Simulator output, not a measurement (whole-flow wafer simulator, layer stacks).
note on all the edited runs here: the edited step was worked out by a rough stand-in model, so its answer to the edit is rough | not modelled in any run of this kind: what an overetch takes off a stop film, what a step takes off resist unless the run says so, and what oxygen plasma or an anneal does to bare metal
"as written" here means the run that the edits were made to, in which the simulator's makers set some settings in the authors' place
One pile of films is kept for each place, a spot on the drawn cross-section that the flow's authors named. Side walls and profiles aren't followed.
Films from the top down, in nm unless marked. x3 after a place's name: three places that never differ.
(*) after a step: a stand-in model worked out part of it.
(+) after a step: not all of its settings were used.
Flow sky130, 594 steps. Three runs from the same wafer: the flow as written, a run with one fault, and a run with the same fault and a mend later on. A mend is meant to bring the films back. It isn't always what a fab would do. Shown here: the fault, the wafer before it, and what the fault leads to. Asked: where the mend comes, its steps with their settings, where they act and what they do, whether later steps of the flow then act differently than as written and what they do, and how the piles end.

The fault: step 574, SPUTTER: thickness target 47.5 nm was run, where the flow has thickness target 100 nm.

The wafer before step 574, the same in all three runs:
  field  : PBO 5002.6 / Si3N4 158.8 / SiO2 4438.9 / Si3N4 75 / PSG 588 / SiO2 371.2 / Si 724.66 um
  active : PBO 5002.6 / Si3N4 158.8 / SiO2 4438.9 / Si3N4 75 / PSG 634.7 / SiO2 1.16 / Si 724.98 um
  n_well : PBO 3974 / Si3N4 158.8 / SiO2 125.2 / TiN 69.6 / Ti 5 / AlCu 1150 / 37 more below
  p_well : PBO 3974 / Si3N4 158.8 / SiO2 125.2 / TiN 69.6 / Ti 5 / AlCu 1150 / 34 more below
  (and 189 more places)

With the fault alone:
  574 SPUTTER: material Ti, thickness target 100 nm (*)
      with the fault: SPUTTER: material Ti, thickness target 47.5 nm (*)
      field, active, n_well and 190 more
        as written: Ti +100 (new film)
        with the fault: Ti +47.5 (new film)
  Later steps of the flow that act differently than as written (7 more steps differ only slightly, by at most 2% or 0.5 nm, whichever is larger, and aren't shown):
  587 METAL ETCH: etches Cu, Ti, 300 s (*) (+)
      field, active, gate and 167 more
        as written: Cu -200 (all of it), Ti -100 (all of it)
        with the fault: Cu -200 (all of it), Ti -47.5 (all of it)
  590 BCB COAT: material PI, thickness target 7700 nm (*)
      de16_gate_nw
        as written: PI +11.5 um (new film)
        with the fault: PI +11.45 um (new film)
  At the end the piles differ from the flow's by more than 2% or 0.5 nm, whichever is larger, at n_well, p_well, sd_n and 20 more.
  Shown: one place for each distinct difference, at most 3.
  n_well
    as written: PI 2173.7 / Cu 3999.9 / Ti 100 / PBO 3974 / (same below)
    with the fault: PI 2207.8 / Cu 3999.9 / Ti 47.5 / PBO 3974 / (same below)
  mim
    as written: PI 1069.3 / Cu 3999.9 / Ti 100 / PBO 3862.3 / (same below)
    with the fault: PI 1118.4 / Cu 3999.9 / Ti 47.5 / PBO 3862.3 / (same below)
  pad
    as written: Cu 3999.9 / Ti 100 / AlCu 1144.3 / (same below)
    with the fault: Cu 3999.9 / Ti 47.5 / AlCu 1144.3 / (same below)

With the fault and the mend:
  The mend comes after step 574.
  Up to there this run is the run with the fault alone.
  574a SPUTTER: material Ti, thickness target 52.5 nm (*) (the flow's step 574 once more, with other settings)
      field, active, n_well and 190 more
        Ti +52.5
  No later step of the flow acts differently than as written at any place that is followed.
  At the end the piles are the same as the flow's at every place that both follow.
